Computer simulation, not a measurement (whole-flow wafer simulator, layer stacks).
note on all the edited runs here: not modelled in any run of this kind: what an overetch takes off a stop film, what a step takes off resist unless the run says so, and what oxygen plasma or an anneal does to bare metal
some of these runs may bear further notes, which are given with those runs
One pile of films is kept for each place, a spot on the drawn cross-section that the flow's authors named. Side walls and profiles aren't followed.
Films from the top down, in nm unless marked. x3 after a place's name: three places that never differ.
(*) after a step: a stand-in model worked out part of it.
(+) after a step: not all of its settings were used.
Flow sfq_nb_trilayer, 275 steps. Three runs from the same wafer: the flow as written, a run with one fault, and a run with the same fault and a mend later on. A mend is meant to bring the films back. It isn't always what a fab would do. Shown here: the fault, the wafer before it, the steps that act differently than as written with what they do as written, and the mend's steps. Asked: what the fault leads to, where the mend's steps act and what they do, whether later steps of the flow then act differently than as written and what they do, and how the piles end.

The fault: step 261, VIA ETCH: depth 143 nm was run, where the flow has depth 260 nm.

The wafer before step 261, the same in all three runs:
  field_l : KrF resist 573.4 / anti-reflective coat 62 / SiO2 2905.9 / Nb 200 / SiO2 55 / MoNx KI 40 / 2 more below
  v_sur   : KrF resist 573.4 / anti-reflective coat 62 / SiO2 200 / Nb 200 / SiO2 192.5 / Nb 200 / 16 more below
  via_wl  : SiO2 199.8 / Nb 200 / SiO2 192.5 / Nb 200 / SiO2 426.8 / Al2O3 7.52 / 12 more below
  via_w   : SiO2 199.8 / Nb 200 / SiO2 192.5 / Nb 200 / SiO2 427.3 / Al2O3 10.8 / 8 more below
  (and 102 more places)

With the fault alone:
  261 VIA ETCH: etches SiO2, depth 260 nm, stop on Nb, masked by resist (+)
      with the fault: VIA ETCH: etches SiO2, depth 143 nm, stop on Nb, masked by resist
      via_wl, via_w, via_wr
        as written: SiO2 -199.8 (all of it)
        with the fault: SiO2 -143
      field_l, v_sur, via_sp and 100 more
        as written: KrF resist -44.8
        with the fault: KrF resist -24.7
  Later steps of the flow that act differently than as written (3 more steps differ only slightly, by at most 2% or 0.5 nm, whichever is larger, and aren't shown):
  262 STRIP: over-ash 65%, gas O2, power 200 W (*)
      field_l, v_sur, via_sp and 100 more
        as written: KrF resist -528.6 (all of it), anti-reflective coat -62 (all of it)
        with the fault: KrF resist -548.8 (all of it), anti-reflective coat -62 (all of it)
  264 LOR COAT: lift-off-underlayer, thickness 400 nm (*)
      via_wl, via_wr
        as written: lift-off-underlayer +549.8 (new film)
        with the fault: lift-off-underlayer +507.2 (new film)
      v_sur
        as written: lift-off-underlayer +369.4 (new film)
        with the fault: lift-off-underlayer +378.1 (new film)
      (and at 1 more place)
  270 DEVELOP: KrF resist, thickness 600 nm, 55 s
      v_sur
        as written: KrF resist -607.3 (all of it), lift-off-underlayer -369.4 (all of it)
        with the fault: KrF resist -604.9 (all of it), lift-off-underlayer -378.1 (all of it)
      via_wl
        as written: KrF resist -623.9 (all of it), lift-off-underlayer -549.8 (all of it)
        with the fault: KrF resist -616.7 (all of it), lift-off-underlayer -507.2 (all of it)
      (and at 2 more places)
  At the end the piles differ from the flow's by more than 2% or 0.5 nm, whichever is larger, at via_wl, via_w, via_wr.
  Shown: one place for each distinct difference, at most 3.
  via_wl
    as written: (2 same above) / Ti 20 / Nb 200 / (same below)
    with the fault: (2 same above) / Ti 20 / SiO2 56.8 / Nb 200 / (same below)

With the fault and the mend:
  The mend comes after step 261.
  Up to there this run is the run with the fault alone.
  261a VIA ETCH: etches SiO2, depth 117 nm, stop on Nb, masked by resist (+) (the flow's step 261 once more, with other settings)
      field_l, v_sur, via_sp and 100 more
        KrF resist -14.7
      via_wl, via_w, via_wr
        SiO2 -56.8 (all of it)
  No later step of the flow acts differently than as written, at any place that is followed, by more than 2% or 0.5 nm, whichever is larger.
  At the end the piles are the same as the flow's at every place that both follow.
